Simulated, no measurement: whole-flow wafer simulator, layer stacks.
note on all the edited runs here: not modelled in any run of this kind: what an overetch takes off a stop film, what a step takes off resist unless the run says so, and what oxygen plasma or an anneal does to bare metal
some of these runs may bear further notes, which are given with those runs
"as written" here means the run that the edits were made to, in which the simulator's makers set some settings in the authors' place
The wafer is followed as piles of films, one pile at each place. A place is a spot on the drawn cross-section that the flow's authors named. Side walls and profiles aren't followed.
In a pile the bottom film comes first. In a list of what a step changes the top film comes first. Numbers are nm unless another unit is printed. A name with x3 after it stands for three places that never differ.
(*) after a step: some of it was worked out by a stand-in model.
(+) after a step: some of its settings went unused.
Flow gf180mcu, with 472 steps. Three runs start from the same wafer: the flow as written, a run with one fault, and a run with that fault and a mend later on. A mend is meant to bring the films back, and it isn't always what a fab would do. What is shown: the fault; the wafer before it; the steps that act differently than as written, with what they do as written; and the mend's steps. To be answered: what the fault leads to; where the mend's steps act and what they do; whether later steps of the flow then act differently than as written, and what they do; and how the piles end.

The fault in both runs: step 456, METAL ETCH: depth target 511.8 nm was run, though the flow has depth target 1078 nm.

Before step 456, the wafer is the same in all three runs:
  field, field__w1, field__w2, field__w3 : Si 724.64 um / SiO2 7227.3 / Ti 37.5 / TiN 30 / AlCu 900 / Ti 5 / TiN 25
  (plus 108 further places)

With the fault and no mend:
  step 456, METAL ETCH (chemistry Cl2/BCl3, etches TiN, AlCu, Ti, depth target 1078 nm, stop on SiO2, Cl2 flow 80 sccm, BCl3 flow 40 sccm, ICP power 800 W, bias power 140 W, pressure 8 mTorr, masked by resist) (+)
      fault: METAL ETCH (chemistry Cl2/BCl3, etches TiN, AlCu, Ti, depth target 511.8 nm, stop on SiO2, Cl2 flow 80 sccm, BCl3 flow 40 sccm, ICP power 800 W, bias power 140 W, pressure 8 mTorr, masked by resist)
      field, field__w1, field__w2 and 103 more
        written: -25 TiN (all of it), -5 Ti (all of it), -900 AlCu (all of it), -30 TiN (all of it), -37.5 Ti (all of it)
        fault: -25 TiN (all of it), -5 Ti (all of it), -481.8 AlCu
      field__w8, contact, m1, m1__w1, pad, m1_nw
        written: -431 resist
        fault: -204.7 resist
  Steps later in the flow that act otherwise than as written:
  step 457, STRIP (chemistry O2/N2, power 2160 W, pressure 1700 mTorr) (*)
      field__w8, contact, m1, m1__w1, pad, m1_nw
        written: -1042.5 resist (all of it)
        fault: -1268.7 resist (all of it)
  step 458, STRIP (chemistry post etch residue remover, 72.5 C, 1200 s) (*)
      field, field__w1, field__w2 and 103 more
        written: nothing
        fault: -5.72 AlCu
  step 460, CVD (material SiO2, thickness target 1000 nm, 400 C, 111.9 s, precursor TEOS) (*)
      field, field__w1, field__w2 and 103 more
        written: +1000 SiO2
        fault: +1000 SiO2 (new film)
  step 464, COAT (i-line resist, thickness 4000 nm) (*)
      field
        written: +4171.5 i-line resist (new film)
        fault: +4074.8 i-line resist (new film)
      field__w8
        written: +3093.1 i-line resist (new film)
        fault: +3522.9 i-line resist (new film)
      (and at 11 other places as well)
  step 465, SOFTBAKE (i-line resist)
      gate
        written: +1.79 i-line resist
        fault: -1.14 i-line resist
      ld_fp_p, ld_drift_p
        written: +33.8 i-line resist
        fault: +14 i-line resist
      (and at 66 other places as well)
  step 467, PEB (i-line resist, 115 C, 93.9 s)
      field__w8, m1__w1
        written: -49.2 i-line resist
        fault: -58 i-line resist
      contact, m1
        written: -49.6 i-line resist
        fault: -58.2 i-line resist
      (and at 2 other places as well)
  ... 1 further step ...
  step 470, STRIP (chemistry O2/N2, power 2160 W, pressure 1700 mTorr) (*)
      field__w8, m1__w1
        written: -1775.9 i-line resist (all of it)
        fault: -2236.1 i-line resist (all of it)
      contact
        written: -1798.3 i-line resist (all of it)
        fault: -2244.6 i-line resist (all of it)
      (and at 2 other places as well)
  At field, field__w1, field__w2 and 103 more, the piles at the end differ from the flow's by more than 2% or 0.5 nm, whichever is larger.
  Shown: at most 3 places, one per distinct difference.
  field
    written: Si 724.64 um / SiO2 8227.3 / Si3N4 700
    fault: Si 724.64 um / SiO2 7227.3 / Ti 37.5 / TiN 30 / AlCu 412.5 / SiO2 1000 / Si3N4 700
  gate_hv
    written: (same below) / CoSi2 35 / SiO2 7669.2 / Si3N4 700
    fault: (same below) / CoSi2 35 / SiO2 6669.2 / Ti 37.5 / TiN 30 / AlCu 412.5 / SiO2 1000 / Si3N4 700
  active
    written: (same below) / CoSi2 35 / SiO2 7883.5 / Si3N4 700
    fault: (same below) / CoSi2 35 / SiO2 6883.5 / Ti 37.5 / TiN 30 / AlCu 412.5 / SiO2 1000 / Si3N4 700

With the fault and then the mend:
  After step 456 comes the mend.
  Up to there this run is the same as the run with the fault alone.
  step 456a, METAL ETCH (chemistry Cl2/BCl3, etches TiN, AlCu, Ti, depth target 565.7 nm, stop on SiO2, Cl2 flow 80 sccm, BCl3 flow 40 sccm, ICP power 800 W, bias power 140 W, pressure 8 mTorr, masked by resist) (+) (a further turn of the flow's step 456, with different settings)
      field, field__w1, field__w2 and 103 more
        -418.2 AlCu (all of it), -30 TiN (all of it), -37.5 Ti (all of it)
      field__w8, contact, m1, m1__w1, pad, m1_nw
        -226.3 resist
  Later steps of the flow that are run all act as written at every place that is followed.
  By the end, the piles equal the flow's at every place that both follow.
